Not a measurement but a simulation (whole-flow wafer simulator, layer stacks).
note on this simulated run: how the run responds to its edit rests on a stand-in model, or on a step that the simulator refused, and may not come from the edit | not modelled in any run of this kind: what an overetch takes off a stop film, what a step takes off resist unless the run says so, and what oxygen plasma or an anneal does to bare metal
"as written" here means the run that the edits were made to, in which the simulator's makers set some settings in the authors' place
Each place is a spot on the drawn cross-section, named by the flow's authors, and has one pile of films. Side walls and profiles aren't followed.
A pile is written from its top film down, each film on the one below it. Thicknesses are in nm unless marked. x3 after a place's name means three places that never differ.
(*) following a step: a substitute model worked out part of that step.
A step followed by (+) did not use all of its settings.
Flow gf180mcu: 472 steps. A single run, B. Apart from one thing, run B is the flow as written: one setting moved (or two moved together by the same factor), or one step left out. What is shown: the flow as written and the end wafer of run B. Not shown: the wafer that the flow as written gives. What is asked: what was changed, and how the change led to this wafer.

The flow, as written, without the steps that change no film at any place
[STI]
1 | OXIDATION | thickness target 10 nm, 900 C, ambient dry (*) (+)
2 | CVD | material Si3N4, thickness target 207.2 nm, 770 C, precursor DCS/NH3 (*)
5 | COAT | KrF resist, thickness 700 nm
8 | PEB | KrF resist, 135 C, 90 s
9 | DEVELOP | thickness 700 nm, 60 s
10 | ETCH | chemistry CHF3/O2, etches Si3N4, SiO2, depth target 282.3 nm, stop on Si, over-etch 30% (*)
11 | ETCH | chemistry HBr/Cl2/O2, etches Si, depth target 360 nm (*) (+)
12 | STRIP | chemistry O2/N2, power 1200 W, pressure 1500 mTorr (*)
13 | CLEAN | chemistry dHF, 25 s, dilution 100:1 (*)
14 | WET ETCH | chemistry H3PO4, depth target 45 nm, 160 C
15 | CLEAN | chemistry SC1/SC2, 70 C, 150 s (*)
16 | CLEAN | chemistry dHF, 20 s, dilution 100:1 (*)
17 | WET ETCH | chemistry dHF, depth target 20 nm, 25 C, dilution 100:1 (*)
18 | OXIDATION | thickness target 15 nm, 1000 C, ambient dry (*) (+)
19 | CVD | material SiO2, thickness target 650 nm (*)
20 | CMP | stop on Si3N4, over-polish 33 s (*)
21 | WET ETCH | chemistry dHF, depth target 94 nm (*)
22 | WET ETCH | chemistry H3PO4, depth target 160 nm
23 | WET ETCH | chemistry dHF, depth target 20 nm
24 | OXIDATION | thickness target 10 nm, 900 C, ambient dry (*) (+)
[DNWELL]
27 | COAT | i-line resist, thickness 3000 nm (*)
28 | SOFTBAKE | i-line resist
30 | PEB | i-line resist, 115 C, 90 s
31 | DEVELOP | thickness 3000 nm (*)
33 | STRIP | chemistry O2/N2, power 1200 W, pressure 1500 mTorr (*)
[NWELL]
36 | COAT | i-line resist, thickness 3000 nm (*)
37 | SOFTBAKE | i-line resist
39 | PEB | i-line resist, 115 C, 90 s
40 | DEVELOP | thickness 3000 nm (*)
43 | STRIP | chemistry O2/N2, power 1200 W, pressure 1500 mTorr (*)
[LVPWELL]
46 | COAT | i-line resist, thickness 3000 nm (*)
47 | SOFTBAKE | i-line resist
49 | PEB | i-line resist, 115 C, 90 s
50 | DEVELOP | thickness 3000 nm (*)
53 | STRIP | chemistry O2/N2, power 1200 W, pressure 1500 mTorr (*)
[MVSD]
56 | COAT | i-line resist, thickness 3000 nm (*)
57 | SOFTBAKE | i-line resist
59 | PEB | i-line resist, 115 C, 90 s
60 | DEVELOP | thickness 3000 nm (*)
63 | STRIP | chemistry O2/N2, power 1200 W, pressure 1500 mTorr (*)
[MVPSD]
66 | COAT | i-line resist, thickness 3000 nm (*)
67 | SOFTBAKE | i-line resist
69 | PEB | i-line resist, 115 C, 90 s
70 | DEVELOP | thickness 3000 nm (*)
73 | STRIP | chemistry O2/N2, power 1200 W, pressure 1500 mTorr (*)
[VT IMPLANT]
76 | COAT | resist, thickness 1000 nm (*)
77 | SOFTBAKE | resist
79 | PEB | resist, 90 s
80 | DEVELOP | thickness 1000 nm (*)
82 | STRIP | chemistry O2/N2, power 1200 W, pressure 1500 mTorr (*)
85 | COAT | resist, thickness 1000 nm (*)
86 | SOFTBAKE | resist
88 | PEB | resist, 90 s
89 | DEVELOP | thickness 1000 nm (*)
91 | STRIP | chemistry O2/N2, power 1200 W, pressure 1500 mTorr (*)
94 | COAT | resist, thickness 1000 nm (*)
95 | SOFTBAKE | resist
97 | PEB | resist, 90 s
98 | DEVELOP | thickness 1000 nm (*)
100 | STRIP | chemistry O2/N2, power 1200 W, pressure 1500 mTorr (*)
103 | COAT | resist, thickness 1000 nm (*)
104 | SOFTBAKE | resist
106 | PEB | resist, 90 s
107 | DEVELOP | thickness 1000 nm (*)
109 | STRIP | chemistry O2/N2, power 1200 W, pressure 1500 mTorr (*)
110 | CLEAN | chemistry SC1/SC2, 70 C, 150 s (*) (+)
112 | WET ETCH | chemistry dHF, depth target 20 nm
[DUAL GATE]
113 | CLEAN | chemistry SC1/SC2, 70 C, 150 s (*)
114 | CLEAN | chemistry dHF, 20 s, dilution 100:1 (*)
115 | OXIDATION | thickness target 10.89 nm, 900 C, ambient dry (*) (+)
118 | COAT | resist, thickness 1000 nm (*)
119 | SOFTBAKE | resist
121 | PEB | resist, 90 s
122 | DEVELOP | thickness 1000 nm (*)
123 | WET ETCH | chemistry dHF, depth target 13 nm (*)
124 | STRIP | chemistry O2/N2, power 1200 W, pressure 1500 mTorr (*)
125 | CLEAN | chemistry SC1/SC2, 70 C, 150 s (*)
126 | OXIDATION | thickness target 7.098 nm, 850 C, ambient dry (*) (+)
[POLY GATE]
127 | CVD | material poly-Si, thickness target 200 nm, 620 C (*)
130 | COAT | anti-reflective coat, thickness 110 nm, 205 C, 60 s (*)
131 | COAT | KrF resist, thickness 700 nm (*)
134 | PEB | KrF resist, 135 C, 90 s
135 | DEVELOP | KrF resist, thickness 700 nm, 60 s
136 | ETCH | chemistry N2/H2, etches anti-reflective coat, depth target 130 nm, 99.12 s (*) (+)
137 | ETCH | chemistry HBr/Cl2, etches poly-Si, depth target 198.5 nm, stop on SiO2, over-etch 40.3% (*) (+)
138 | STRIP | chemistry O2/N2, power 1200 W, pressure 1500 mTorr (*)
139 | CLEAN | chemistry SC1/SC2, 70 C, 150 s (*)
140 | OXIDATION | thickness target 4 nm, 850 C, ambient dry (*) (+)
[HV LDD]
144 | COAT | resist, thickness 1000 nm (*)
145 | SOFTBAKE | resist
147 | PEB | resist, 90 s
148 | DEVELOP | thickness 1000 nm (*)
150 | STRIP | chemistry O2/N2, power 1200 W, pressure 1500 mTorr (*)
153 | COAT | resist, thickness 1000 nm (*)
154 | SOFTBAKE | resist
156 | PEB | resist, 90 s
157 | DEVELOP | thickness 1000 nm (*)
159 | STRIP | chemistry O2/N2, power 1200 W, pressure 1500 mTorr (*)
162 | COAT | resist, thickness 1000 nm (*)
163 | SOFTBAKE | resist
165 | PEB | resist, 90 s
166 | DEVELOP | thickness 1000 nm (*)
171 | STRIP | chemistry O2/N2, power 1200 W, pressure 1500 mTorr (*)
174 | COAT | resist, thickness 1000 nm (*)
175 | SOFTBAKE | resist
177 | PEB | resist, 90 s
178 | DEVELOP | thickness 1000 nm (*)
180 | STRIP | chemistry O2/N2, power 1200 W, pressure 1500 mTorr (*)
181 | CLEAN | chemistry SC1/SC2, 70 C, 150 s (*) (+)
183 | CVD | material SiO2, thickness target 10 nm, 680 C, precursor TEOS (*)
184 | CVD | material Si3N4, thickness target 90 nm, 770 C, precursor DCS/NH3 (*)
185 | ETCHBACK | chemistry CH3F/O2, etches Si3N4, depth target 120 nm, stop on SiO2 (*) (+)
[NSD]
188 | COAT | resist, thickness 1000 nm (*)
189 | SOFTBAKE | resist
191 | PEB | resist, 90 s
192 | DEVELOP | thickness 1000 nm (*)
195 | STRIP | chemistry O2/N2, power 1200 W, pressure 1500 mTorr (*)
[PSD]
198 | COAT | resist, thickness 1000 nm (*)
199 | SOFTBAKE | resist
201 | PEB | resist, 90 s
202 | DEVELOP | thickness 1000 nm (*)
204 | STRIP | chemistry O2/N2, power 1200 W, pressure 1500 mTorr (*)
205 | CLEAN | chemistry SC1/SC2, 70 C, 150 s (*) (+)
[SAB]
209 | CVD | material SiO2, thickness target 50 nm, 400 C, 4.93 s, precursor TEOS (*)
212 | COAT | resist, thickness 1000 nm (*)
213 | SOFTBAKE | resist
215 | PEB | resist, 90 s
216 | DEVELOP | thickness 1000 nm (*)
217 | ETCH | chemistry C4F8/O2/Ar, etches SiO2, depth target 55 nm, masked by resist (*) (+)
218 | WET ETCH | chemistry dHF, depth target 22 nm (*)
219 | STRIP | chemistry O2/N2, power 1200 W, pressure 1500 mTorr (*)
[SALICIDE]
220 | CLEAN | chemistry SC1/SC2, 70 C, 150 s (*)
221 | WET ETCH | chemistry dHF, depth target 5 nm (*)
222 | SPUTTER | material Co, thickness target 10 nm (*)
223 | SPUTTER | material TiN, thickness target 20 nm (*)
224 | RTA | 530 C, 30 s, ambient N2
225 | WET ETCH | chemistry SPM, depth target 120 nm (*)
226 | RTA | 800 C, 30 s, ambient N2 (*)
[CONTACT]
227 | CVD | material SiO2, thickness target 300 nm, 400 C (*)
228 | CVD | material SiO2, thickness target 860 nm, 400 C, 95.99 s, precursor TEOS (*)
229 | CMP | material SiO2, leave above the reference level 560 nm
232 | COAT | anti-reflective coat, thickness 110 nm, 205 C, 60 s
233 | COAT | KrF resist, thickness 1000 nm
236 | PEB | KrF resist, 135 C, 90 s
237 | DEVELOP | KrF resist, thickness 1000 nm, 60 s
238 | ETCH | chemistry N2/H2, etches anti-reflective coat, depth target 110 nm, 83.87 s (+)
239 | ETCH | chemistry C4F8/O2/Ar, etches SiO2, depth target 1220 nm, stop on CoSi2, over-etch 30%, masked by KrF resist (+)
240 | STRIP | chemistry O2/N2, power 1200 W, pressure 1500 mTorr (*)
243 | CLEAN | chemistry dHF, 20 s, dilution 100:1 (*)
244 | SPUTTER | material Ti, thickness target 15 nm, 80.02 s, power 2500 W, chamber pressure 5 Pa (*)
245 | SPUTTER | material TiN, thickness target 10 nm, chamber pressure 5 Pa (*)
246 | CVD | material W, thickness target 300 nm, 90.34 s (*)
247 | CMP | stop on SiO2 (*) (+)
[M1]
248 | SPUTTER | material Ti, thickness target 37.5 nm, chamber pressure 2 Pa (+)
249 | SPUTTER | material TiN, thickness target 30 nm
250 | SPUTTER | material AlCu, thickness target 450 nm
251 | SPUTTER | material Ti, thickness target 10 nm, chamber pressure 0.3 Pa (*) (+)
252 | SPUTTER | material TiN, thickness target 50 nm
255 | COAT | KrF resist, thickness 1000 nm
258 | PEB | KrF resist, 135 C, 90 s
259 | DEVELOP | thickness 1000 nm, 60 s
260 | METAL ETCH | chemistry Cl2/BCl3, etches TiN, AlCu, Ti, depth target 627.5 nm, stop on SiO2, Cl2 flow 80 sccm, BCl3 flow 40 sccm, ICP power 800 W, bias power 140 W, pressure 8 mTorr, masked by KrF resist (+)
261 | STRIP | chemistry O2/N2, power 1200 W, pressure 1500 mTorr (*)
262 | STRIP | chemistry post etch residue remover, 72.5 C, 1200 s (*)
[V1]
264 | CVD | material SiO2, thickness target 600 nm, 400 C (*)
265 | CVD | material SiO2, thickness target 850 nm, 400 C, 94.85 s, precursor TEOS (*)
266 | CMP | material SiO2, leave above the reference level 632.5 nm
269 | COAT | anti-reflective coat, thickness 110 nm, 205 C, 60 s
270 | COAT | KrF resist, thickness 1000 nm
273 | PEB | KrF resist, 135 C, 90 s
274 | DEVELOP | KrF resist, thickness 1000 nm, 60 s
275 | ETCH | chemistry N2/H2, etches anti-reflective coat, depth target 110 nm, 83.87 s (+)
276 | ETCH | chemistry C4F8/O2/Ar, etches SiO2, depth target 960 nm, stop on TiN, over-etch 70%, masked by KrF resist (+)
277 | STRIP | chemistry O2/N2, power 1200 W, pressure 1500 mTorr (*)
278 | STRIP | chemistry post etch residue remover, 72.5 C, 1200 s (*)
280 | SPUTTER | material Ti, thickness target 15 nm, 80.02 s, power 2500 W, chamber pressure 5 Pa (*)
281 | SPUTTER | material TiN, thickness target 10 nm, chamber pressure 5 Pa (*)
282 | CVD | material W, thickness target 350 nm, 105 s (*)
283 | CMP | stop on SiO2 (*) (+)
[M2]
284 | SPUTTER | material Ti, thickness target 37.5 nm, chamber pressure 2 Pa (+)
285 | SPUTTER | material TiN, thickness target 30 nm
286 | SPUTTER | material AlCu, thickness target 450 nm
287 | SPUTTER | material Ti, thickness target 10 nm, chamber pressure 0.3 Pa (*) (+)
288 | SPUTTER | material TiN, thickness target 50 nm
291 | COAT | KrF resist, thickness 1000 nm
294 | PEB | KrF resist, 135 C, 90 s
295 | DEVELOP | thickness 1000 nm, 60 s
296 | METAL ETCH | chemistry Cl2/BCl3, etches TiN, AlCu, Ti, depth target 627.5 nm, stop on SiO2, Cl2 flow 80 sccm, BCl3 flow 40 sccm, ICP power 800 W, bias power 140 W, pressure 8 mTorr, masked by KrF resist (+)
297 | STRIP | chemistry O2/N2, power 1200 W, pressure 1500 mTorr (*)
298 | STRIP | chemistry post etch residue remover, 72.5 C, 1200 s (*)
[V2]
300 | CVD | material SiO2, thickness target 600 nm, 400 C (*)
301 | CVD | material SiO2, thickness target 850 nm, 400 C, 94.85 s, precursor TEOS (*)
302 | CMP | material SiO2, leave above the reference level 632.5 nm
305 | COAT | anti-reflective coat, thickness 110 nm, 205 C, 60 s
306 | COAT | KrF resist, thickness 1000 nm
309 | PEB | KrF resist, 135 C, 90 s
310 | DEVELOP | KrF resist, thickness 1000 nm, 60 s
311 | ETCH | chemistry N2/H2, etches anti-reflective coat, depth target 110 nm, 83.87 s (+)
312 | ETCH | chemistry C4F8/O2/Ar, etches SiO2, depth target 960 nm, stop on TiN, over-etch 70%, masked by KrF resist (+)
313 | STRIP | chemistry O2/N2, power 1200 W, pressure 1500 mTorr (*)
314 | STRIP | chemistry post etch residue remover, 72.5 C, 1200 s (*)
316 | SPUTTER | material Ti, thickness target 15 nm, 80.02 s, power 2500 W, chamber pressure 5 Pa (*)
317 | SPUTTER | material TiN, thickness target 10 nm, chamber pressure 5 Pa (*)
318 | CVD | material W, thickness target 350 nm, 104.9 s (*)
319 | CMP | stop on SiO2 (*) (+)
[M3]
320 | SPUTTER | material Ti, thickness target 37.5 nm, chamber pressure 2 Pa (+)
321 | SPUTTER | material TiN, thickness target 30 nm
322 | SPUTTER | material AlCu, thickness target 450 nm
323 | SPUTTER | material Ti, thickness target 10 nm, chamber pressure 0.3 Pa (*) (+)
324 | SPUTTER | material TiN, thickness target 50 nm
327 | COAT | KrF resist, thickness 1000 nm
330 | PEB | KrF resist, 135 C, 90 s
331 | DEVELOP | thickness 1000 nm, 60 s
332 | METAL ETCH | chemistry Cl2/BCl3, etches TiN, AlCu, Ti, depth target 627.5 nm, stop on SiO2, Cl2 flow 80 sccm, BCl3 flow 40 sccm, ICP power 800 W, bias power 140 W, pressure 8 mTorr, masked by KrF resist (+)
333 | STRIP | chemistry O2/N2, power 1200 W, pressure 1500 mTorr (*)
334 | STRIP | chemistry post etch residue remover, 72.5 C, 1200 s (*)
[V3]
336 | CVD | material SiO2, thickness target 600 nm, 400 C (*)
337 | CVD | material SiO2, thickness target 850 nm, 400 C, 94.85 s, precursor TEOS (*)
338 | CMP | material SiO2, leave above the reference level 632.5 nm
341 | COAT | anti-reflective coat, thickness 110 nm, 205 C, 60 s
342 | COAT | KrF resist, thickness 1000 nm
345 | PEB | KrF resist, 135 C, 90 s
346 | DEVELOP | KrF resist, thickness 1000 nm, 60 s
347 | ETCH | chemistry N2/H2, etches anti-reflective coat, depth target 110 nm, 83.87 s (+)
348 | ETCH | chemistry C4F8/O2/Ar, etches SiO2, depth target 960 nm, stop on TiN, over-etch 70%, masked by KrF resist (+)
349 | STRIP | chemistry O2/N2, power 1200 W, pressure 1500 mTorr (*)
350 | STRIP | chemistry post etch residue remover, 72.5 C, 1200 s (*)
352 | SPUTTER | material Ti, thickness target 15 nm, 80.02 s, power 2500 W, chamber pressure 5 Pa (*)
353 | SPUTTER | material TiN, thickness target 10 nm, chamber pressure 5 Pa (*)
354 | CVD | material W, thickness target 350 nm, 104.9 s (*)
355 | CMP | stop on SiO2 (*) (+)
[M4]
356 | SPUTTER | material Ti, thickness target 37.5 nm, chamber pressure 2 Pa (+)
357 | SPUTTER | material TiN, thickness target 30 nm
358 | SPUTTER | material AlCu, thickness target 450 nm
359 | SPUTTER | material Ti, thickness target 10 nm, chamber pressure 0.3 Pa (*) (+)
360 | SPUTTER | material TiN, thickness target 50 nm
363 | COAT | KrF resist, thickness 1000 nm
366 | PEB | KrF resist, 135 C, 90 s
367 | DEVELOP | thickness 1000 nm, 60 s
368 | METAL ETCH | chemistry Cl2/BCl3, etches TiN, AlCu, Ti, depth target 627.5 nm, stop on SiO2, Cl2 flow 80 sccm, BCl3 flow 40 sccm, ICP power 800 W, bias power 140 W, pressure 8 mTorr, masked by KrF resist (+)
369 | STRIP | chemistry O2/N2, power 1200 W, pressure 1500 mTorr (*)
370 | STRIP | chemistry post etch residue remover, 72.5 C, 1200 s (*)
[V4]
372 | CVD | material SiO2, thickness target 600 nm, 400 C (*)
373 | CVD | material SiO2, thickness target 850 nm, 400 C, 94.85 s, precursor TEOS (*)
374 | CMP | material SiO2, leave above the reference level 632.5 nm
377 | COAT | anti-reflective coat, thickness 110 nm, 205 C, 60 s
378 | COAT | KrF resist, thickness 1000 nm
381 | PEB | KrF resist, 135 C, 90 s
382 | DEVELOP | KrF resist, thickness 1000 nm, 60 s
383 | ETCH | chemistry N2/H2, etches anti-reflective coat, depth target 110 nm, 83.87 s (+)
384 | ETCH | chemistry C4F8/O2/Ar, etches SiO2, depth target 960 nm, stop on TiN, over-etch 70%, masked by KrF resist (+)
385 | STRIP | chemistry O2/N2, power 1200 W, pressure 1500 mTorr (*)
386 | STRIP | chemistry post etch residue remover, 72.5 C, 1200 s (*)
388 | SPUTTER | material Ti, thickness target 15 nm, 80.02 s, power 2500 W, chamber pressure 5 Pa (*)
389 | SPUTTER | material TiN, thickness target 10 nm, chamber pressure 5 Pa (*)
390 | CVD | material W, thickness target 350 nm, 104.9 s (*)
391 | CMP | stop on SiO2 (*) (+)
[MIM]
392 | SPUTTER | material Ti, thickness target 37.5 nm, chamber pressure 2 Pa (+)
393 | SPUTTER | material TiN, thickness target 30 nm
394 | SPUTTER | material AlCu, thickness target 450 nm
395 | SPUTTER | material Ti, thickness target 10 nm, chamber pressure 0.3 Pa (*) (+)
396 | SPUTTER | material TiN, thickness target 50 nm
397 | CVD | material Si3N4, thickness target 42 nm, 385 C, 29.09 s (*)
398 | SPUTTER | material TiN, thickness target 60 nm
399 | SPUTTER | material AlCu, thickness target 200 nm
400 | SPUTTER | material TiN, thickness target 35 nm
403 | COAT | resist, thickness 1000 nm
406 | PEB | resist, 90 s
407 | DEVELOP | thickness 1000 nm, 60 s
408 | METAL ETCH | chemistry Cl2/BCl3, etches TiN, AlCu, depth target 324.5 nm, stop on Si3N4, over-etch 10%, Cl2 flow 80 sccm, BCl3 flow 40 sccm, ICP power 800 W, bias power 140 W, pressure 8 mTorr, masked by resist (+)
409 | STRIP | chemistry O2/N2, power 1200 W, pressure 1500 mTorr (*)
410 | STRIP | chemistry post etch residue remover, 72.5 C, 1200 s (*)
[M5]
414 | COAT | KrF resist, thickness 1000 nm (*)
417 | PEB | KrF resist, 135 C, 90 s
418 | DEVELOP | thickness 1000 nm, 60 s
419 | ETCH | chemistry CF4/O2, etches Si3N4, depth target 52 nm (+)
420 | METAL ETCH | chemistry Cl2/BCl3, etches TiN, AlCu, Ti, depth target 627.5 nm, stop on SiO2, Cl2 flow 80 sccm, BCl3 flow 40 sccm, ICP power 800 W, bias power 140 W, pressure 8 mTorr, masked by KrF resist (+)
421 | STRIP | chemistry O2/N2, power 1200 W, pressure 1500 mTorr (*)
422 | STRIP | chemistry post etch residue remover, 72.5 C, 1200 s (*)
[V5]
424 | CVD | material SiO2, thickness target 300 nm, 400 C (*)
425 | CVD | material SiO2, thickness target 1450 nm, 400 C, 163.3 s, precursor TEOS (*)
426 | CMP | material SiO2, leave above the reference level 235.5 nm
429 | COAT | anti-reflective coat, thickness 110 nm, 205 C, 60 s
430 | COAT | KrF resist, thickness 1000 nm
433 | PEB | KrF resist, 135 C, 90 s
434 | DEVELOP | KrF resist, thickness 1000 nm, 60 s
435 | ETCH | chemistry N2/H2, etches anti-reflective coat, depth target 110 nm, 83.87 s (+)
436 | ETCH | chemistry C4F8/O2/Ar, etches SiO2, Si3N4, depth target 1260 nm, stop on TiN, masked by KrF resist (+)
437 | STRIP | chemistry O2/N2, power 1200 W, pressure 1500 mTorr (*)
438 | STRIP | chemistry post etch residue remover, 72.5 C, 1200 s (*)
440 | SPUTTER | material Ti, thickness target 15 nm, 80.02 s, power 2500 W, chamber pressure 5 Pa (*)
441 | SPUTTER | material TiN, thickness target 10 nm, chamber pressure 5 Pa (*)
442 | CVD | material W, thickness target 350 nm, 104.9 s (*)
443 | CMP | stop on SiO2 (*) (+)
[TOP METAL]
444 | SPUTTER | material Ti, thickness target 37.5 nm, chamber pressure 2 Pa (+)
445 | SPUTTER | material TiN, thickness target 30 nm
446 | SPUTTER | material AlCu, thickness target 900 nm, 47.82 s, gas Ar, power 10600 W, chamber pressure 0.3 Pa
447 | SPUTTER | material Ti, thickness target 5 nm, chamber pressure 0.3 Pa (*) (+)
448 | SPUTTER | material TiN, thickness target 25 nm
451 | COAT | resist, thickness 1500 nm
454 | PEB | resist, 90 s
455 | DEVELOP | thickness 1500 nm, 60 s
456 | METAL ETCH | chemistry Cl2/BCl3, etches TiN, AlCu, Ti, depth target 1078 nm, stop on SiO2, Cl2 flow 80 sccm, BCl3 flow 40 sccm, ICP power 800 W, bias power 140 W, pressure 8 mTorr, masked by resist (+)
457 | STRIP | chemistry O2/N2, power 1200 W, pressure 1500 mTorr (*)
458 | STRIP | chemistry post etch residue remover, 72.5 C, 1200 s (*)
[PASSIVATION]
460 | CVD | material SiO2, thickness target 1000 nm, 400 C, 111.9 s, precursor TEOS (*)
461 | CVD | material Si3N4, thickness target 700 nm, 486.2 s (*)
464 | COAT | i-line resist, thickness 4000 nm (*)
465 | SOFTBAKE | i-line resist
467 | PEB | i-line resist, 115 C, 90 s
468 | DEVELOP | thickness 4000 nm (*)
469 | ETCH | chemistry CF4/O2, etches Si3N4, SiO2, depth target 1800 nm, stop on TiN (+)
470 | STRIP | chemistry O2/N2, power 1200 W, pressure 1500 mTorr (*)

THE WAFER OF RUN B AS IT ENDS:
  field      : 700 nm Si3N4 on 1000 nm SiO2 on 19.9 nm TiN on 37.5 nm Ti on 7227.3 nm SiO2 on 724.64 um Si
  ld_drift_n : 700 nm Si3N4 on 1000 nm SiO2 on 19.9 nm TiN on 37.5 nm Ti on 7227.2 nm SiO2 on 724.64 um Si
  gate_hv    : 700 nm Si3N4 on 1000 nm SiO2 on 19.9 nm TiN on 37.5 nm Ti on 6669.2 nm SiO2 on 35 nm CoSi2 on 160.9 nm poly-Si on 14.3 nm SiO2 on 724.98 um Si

What caused this: step 446, SPUTTER: 54.99 s was run, while the flow as written has 47.82 s.

Step by step, how the change led to this:
  446 | SPUTTER | material AlCu, thickness target 900 nm, 47.82 s, gas Ar, power 10600 W, chamber pressure 0.3 Pa
      field, field__w1, field__w2 and 109 more: +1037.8 AlCu (new film) (it would be, as written: +900 AlCu (new film))
  456 | METAL ETCH | chemistry Cl2/BCl3, etches TiN, AlCu, Ti, depth target 1078 nm, stop on SiO2, Cl2 flow 80 sccm, BCl3 flow 40 sccm, ICP power 800 W, bias power 140 W, pressure 8 mTorr, masked by resist (+)
      field, field__w1, field__w2 and 103 more: -25 TiN (all of it), -5 Ti (all of it), -1037.8 AlCu (all of it), -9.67 TiN (it would be, as written: -25 TiN (all of it), -5 Ti (all of it), -900 AlCu (all of it), -30 TiN (all of it), -37.5 Ti (all of it))
  460 | CVD | material SiO2, thickness target 1000 nm, 400 C, 111.9 s, precursor TEOS (*)
      field, field__w1, field__w2 and 103 more: +1000 SiO2 (new film) (it would be, as written: +1000 SiO2)
  464 | COAT | i-line resist, thickness 4000 nm (*)
      field__w8: +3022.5 i-line resist (new film) (it would be, as written: +3093.1 i-line resist (new film))
      contact: +3063.6 i-line resist (new film) (it would be, as written: +3153.6 i-line resist (new film))
      (and at 4 other places as well)
  465 | SOFTBAKE | i-line resist
      field__w11, field__w13: +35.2 i-line resist (it would be, as written: +37.9 i-line resist)
      sd_p_hv, nw_enc_fld__w1: +33.2 i-line resist (it would be, as written: +36.6 i-line resist)
      (and at 58 other places as well)
  467 | PEB | i-line resist, 115 C, 90 s
      field__w8, m1__w1: -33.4 i-line resist (it would be, as written: -34.7 i-line resist)
      contact, m1: -33.7 i-line resist (it would be, as written: -35.1 i-line resist)
      (and at 2 other places as well)
  468 | DEVELOP | thickness 4000 nm (*)
      pad: -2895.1 i-line resist (all of it) (it would be, as written: -2974.8 i-line resist (all of it))
  470 | STRIP | chemistry O2/N2, power 1200 W, pressure 1500 mTorr (*)
      field__w8, m1__w1: -1710.2 i-line resist (all of it) (it would be, as written: -1787.7 i-line resist (all of it))
      contact: -1727 i-line resist (all of it) (it would be, as written: -1811.2 i-line resist (all of it))
      (and at 2 other places as well)
With metal films that touch counted as one body, field has 1 body; the flow as written gives 0 bodies.
With metal films that touch counted as one body, ld_drift_n has 1 body; the flow as written gives 0 bodies.
With metal films that touch counted as one body, gate_hv has 2 bodies (between them, from the top down: SiO2 6669.2); the flow as written gives 1 body.
